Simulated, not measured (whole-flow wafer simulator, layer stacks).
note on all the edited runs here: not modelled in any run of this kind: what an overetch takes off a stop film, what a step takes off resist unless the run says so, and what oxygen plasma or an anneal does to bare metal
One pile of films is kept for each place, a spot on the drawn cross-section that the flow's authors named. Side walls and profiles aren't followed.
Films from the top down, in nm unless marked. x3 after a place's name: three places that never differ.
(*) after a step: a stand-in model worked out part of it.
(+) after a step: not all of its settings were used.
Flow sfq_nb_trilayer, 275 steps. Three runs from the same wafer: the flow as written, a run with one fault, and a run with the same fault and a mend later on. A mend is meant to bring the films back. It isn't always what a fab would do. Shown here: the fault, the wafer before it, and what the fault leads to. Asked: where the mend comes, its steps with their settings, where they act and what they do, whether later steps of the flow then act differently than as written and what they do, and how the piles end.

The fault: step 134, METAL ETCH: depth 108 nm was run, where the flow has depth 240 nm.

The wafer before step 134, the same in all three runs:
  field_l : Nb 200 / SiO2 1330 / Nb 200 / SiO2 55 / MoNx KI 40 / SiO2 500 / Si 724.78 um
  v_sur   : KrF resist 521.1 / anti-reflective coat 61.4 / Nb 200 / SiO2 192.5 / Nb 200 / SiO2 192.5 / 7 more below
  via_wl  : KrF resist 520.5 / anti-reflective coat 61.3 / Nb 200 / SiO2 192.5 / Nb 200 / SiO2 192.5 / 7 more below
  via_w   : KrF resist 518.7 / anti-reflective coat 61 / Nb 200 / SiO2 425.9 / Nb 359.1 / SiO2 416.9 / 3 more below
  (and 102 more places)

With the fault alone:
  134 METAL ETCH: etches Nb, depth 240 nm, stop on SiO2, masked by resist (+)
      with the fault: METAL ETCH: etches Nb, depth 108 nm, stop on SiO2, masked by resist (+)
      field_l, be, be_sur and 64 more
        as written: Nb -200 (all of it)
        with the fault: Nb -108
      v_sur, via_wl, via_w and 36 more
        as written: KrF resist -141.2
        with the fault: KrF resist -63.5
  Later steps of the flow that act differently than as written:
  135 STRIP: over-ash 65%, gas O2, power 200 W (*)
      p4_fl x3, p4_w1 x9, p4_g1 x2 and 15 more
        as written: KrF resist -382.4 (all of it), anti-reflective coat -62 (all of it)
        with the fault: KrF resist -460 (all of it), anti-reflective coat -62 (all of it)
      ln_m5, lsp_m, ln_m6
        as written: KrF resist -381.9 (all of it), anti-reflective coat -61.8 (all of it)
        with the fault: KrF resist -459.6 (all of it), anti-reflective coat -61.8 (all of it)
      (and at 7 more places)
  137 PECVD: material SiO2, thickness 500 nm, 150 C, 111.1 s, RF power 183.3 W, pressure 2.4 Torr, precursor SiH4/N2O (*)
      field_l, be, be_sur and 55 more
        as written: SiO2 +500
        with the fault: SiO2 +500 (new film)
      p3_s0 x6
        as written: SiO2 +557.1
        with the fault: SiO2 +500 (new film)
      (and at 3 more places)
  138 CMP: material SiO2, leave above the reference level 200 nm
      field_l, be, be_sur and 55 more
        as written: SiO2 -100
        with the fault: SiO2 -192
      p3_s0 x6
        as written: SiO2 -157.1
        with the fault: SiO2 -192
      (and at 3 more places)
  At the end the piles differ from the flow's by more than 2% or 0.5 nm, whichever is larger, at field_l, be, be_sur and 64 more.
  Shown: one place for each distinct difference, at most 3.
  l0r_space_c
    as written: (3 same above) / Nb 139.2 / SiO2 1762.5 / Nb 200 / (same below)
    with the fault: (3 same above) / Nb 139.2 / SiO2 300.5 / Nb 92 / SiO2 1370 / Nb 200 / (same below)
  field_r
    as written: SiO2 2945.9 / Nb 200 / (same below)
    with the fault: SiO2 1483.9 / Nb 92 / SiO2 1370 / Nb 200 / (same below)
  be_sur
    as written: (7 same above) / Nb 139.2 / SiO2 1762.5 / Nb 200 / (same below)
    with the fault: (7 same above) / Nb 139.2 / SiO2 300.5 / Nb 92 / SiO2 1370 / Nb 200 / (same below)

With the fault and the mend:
  The mend comes after step 134.
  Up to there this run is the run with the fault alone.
  134a METAL ETCH: etches Nb, depth 132 nm, stop on SiO2, masked by resist (+) (the flow's step 134 once more, with other settings)
      field_l, be, be_sur and 64 more
        Nb -92 (all of it)
      v_sur, via_wl, via_w and 36 more
        KrF resist -77.6
  No later step of the flow acts differently than as written at any place that is followed.
  At the end the piles are the same as the flow's at every place that both follow.
